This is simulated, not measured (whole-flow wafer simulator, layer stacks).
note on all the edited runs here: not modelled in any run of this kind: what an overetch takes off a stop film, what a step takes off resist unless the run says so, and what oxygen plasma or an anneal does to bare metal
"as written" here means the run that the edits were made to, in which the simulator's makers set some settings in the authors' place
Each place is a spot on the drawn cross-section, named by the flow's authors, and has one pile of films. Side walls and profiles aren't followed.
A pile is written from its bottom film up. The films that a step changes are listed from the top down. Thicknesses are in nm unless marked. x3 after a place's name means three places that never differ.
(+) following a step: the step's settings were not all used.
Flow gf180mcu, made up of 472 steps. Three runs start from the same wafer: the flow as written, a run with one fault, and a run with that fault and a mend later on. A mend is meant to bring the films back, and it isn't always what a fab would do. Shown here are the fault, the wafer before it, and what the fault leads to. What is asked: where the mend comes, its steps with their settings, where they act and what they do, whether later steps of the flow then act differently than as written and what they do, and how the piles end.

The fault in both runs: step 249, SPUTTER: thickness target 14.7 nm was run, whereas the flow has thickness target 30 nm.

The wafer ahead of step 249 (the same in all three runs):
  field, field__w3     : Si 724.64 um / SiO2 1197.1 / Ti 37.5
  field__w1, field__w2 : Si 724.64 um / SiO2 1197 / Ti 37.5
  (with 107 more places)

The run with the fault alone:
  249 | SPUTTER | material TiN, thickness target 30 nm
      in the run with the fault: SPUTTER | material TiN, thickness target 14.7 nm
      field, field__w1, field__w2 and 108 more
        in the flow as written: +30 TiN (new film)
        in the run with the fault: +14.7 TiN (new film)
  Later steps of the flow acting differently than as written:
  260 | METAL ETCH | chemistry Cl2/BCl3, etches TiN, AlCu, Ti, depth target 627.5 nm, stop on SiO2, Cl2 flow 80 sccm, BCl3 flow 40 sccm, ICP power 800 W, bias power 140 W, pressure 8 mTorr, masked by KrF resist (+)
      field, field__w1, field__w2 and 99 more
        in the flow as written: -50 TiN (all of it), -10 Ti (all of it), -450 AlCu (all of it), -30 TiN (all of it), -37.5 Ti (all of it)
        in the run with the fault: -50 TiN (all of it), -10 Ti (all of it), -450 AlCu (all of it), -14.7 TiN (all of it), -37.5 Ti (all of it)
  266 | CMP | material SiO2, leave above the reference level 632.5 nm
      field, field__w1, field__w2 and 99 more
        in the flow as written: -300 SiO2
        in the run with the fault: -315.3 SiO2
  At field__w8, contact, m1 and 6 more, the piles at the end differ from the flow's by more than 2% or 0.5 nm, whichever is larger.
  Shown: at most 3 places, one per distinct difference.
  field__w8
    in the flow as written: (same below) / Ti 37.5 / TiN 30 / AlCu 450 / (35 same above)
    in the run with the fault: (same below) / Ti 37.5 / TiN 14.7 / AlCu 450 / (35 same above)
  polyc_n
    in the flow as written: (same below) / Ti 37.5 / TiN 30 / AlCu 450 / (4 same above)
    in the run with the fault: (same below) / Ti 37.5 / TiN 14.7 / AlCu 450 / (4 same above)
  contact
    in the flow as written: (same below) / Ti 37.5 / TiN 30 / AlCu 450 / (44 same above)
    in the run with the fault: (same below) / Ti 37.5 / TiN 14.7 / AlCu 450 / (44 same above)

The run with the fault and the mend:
  After step 249 comes the mend.
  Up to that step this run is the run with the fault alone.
  249a | SPUTTER | material TiN, thickness target 15.3 nm (a further turn of the flow's step 249, with different settings)
      field, field__w1, field__w2 and 108 more
        +15.3 TiN
  Later steps of the flow that are run all act as written at every place that is followed.
  By the end, the piles equal the flow's at every place that both follow.
